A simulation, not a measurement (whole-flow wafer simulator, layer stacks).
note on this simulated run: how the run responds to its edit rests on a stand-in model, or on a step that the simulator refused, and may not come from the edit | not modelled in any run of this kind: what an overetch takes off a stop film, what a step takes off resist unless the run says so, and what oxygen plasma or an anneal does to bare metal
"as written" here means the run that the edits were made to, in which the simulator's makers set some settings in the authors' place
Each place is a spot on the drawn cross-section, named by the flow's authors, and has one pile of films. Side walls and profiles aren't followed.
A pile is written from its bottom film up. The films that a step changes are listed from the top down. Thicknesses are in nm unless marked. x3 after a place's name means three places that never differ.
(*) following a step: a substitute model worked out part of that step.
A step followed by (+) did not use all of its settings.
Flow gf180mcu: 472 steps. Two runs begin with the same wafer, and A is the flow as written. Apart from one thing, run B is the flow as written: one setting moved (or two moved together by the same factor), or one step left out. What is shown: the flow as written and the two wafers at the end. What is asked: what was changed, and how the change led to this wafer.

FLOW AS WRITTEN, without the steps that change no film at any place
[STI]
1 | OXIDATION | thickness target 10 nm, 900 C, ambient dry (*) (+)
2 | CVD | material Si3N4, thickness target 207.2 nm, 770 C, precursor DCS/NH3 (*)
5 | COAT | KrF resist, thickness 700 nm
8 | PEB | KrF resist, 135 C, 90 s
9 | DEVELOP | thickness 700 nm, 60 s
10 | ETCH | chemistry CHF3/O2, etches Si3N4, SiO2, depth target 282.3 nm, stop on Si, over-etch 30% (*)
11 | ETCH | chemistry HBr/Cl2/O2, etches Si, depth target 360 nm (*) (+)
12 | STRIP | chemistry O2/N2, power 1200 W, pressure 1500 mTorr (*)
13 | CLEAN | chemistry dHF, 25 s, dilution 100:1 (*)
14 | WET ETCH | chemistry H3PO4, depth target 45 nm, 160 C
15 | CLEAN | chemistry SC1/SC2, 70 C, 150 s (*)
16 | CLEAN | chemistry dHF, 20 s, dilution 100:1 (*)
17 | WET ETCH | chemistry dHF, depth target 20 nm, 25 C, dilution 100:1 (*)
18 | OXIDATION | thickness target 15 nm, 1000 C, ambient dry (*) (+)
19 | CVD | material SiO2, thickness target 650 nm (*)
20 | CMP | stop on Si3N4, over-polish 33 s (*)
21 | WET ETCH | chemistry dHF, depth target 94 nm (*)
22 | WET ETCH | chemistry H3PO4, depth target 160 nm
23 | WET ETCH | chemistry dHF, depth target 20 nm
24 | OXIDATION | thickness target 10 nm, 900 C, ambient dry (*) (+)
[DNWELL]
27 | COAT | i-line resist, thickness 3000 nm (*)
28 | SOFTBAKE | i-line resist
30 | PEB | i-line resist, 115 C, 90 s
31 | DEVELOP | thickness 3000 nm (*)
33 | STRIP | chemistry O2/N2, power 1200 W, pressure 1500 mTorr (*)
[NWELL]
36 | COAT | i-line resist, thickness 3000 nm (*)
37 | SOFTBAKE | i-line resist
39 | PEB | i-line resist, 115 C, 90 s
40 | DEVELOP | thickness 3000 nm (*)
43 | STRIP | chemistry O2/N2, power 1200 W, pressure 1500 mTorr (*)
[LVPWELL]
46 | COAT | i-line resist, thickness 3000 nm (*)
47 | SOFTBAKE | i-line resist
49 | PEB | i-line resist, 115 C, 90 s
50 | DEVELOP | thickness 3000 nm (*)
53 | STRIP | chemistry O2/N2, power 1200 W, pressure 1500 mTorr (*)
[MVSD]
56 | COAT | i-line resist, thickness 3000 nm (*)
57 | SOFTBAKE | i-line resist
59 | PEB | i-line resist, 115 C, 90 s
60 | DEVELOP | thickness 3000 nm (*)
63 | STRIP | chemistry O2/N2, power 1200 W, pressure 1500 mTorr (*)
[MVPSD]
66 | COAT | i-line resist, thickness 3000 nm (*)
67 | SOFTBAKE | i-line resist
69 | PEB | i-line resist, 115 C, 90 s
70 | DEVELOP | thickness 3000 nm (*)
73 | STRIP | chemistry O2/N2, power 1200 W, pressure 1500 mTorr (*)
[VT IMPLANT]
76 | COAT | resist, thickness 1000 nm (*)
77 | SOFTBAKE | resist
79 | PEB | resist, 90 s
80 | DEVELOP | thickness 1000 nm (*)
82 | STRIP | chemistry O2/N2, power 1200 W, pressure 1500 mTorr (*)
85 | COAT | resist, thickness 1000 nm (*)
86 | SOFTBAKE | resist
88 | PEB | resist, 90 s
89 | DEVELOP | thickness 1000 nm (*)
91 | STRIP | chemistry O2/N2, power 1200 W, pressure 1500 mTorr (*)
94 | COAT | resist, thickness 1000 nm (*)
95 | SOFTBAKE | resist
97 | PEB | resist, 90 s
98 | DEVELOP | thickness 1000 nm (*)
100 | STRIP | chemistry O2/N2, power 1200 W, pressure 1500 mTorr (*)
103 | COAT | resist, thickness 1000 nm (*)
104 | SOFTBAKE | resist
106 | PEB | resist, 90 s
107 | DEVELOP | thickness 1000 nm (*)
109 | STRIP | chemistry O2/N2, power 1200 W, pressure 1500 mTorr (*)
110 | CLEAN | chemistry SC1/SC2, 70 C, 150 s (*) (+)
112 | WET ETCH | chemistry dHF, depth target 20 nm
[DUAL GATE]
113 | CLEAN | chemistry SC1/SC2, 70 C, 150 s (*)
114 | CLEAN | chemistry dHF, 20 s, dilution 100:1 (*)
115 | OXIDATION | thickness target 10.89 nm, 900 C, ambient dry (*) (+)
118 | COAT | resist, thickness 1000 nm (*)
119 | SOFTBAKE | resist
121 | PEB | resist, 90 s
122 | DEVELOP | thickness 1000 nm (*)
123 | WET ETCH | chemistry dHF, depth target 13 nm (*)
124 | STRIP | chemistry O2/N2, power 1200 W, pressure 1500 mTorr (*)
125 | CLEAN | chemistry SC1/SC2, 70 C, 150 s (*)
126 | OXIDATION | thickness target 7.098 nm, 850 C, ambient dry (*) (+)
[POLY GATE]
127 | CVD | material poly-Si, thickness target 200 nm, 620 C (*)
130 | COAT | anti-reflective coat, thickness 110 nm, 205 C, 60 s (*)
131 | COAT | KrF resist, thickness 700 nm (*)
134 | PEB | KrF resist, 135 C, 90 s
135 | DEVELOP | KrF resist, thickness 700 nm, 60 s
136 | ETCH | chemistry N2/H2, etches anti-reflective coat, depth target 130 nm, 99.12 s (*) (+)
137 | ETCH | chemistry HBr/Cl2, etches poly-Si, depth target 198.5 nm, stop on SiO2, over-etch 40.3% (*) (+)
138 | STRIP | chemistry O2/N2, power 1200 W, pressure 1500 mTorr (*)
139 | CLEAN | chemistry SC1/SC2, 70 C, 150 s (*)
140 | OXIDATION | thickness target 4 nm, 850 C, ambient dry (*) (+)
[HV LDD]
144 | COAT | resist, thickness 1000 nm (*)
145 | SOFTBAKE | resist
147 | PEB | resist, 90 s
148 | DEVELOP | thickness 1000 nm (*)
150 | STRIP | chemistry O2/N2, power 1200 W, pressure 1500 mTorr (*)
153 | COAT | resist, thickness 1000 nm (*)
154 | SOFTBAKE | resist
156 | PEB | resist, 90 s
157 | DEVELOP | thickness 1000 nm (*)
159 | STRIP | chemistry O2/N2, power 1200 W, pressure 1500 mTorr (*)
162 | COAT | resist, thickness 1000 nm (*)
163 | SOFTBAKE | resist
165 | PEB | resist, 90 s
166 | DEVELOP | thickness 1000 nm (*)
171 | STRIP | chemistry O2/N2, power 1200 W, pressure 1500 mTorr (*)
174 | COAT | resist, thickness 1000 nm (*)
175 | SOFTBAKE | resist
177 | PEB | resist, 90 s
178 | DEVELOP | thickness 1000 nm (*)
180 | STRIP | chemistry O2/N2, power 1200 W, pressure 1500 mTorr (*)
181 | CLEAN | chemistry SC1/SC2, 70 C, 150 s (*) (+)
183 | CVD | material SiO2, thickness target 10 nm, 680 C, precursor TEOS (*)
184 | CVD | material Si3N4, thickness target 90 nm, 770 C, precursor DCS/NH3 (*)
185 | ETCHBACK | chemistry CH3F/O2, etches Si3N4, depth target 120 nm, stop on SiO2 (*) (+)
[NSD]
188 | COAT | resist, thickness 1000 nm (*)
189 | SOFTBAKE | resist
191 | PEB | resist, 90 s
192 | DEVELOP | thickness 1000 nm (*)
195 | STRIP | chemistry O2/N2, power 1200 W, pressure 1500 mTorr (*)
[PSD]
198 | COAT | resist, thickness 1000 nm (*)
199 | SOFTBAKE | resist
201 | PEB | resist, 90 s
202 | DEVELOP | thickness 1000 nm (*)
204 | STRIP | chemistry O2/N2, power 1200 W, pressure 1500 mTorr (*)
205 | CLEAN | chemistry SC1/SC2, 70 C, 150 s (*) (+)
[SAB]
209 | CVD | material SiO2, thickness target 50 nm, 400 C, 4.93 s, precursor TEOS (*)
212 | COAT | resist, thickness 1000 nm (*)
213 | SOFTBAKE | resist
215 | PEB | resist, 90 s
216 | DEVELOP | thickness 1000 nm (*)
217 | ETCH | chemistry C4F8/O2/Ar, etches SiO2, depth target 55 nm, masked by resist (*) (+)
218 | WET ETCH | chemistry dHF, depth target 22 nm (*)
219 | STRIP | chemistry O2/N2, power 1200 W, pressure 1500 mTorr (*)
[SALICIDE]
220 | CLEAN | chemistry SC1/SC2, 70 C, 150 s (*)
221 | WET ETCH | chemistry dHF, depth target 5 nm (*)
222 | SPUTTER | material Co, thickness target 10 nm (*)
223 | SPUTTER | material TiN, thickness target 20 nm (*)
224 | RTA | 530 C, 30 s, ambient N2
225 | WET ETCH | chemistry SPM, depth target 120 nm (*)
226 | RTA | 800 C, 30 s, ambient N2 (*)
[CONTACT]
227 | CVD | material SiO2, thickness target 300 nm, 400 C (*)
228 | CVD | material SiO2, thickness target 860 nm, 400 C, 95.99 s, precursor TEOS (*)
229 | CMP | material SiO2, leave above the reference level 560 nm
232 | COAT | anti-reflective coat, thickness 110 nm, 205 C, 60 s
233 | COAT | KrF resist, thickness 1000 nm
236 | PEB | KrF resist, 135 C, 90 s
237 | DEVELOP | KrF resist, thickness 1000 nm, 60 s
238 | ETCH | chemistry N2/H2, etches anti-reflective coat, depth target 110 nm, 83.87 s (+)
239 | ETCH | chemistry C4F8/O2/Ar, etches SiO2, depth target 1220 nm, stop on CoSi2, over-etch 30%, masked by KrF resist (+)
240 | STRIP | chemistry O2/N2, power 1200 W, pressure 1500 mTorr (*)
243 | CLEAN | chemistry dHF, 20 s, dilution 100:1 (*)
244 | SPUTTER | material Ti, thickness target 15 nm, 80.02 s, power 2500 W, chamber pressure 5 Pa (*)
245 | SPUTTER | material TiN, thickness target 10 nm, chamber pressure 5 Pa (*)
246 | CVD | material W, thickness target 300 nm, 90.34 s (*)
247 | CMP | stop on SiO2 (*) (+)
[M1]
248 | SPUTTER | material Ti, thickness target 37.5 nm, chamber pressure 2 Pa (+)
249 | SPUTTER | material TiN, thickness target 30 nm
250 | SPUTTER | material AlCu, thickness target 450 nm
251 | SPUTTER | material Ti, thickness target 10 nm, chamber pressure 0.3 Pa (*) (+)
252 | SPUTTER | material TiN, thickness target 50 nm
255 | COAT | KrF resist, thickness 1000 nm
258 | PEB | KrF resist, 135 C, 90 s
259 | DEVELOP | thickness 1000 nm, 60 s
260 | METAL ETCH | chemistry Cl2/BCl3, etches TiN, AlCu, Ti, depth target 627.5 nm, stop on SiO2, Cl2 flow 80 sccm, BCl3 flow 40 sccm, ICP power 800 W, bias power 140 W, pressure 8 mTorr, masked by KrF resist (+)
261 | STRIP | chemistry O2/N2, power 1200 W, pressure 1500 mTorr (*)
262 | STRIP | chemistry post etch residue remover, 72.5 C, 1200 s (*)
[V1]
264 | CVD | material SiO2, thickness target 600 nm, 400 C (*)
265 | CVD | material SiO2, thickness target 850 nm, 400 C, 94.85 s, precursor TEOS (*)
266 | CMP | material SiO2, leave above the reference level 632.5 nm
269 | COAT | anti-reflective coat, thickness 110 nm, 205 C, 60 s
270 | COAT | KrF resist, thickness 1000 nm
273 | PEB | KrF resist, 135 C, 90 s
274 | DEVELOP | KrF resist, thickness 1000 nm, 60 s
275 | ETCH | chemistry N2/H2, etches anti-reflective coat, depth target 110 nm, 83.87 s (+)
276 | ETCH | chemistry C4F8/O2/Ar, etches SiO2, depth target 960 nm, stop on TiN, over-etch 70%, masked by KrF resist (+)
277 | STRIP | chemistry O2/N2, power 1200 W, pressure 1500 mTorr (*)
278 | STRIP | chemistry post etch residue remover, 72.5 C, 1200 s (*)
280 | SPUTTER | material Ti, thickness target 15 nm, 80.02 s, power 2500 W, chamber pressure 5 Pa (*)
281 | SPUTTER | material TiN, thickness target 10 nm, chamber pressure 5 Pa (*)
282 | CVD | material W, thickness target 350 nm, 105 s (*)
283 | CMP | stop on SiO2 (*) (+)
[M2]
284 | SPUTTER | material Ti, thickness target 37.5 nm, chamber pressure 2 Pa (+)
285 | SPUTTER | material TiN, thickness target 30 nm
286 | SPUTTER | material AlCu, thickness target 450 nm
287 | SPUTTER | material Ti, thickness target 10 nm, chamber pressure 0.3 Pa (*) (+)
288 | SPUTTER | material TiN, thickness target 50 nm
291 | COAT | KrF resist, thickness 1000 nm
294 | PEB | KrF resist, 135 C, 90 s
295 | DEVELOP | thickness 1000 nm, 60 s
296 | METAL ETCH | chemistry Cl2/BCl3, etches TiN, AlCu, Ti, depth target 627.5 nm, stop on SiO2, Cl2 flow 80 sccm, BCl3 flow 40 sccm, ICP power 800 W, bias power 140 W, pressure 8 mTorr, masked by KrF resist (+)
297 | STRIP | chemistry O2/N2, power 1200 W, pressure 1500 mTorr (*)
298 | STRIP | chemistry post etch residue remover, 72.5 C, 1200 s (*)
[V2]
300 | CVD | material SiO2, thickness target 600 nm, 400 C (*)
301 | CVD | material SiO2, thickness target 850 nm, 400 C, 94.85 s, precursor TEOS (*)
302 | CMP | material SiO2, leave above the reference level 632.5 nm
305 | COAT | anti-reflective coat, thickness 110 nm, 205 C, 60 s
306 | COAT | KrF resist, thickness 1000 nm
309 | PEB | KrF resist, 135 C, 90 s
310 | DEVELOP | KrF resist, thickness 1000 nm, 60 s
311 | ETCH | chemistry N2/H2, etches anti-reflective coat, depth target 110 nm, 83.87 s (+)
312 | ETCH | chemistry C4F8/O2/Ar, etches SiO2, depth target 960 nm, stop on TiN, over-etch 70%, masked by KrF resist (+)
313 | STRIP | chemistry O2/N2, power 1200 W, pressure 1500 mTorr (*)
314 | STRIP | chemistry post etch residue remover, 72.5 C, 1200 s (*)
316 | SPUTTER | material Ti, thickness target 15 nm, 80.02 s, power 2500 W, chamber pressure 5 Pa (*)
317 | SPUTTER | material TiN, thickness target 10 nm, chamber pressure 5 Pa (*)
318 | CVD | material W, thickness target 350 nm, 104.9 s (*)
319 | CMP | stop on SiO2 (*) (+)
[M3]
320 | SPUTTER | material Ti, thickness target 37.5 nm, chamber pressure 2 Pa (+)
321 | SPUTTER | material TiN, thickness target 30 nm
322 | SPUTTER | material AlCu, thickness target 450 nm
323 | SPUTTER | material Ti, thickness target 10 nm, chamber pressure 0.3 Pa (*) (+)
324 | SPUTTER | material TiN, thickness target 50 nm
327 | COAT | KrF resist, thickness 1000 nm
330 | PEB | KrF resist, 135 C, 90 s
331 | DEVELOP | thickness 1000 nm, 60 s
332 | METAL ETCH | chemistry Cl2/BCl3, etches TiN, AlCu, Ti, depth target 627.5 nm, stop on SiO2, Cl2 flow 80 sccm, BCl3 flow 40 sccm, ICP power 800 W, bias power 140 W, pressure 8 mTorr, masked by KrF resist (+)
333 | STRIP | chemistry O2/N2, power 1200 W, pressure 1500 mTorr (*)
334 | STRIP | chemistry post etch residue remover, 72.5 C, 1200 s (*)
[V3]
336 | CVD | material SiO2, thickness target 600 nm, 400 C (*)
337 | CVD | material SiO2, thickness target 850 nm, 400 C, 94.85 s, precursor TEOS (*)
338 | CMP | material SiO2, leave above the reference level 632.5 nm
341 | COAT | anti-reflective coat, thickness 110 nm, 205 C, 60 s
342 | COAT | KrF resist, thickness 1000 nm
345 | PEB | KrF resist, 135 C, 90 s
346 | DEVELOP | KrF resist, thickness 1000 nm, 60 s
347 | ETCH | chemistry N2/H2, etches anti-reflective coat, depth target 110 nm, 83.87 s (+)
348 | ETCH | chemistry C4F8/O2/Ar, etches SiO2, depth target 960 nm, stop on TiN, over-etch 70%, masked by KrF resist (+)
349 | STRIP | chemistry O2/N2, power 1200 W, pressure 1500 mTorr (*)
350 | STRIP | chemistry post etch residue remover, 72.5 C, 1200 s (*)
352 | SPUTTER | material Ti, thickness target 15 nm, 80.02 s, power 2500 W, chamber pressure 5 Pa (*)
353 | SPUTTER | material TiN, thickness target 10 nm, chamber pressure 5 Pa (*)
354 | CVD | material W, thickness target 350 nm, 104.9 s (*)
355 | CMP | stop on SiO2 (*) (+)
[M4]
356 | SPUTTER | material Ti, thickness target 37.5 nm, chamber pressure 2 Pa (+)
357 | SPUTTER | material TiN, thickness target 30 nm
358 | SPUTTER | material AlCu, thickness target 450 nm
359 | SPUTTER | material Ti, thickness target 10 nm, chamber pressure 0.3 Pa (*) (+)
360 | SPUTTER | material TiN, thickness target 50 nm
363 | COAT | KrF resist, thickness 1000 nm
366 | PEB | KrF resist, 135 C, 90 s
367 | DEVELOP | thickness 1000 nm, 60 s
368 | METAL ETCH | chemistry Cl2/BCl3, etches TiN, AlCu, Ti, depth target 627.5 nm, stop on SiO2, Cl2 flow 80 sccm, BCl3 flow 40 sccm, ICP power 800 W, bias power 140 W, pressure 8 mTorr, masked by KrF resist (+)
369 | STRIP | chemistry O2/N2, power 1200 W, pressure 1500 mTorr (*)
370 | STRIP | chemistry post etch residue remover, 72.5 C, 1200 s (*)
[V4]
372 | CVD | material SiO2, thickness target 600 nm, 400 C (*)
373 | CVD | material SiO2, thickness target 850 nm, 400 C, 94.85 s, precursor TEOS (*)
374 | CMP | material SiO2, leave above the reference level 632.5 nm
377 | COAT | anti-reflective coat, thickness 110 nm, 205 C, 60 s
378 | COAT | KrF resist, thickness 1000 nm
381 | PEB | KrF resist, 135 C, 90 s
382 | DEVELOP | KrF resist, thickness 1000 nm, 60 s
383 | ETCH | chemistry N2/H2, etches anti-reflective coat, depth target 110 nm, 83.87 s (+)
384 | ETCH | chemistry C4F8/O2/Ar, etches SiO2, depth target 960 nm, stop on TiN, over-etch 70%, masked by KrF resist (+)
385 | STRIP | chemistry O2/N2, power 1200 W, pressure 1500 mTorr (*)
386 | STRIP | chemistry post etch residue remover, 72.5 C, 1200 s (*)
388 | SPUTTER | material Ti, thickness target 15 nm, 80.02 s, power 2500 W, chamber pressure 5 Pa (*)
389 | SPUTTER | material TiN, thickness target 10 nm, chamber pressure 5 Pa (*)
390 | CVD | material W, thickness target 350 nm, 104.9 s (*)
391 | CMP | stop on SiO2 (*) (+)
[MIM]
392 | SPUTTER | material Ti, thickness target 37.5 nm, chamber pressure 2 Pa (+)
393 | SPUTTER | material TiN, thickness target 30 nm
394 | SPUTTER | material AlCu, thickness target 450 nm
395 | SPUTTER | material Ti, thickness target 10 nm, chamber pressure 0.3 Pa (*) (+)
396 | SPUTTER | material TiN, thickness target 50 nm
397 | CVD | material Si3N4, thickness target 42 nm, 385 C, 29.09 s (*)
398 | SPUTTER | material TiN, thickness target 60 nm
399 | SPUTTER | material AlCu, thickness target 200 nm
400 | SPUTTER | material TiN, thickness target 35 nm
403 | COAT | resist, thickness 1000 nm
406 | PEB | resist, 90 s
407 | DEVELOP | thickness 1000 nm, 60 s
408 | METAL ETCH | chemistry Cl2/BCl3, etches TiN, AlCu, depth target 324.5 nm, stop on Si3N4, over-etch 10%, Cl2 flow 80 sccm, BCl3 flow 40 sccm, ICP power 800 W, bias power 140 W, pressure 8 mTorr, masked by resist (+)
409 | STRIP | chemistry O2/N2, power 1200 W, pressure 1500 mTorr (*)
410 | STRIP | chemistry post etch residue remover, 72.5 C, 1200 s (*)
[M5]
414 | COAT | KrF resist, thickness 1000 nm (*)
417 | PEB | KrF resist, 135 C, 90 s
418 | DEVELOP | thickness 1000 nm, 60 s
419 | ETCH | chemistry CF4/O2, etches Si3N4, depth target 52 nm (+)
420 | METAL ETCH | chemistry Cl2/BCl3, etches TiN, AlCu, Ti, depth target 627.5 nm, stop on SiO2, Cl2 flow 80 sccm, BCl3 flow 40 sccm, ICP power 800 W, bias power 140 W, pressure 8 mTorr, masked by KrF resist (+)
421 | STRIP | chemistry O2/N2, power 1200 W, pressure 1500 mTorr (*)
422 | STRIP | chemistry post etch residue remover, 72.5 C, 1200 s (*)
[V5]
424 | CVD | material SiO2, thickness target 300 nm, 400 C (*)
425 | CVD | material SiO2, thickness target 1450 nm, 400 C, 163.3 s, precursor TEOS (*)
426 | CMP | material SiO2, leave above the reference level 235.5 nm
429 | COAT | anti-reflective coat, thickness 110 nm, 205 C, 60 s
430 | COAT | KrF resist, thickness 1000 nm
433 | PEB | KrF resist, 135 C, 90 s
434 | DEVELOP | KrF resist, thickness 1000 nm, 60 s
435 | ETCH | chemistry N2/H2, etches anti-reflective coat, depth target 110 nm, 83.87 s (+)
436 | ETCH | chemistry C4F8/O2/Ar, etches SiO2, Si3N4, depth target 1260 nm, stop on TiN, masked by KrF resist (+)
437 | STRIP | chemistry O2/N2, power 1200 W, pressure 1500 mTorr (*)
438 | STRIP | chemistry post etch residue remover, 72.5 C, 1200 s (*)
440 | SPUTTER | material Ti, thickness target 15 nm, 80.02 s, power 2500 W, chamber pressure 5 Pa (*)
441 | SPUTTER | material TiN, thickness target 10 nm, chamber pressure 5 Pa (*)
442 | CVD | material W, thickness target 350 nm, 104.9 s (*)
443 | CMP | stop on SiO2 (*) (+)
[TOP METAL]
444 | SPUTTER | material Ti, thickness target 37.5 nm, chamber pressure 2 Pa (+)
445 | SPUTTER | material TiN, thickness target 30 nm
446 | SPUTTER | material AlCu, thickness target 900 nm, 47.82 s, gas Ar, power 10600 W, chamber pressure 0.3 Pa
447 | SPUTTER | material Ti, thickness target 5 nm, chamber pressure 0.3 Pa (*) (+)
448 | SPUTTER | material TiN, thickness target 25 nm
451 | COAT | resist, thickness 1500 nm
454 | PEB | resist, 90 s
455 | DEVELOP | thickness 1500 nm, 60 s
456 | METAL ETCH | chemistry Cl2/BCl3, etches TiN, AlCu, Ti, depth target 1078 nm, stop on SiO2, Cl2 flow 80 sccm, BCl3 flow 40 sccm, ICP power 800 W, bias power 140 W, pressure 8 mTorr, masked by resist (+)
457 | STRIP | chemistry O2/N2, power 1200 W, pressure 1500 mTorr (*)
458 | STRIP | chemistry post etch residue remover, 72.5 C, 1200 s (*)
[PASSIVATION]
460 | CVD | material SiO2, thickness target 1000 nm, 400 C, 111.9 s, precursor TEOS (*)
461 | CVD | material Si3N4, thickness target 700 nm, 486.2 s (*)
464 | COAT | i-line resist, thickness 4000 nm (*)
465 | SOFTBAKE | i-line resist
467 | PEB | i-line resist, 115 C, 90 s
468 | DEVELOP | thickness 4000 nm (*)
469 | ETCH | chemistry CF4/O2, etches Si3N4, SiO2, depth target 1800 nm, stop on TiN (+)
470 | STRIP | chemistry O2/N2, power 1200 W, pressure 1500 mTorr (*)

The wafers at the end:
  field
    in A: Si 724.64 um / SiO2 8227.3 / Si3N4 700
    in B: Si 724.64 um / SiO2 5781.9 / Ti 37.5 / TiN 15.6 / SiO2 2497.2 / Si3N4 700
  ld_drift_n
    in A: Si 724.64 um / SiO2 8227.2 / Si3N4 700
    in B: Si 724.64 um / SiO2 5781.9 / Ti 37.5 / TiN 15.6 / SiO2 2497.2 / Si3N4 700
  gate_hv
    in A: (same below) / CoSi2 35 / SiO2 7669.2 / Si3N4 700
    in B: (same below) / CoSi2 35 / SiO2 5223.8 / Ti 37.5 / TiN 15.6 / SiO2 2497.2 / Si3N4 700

Cause: step 394, SPUTTER: thickness target 555 nm was run, whereas the flow has thickness target 450 nm.

How this came from the change, step by step:
  394 | SPUTTER | material AlCu, thickness target 450 nm
      field, field__w1, field__w2 and 108 more: A +450 AlCu (new film) | B +555 AlCu (new film)
  420 | METAL ETCH | chemistry Cl2/BCl3, etches TiN, AlCu, Ti, depth target 627.5 nm, stop on SiO2, Cl2 flow 80 sccm, BCl3 flow 40 sccm, ICP power 800 W, bias power 140 W, pressure 8 mTorr, masked by KrF resist (+)
      field, field__w1, field__w2 and 101 more: A -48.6 TiN (all of it), -10 Ti (all of it), -450 AlCu (all of it), -30 TiN (all of it), -37.5 Ti (all of it) | B -48.6 TiN (all of it), -10 Ti (all of it), -555 AlCu (all of it), -13.9 TiN
  424 | CVD | material SiO2, thickness target 300 nm, 400 C (*)
      field, field__w1, field__w2 and 101 more: A +300 SiO2 | B +300 SiO2 (new film)
  426 | CMP | material SiO2, leave above the reference level 235.5 nm
      field, field__w1, field__w5 and 92 more: A -300.8 SiO2 | B -249 SiO2
      field__w2, field__w3, field__w12 and 6 more: A -272.7 SiO2 | B -218.5 SiO2
With metal films that touch counted as one body, field has 1 body; the flow as written gives 0 bodies.
With metal films that touch counted as one body, ld_drift_n has 1 body; the flow as written gives 0 bodies.
With metal films that touch counted as one body, gate_hv has 2 bodies (between them, from the top down: SiO2 5223.8); the flow as written gives 1 body.
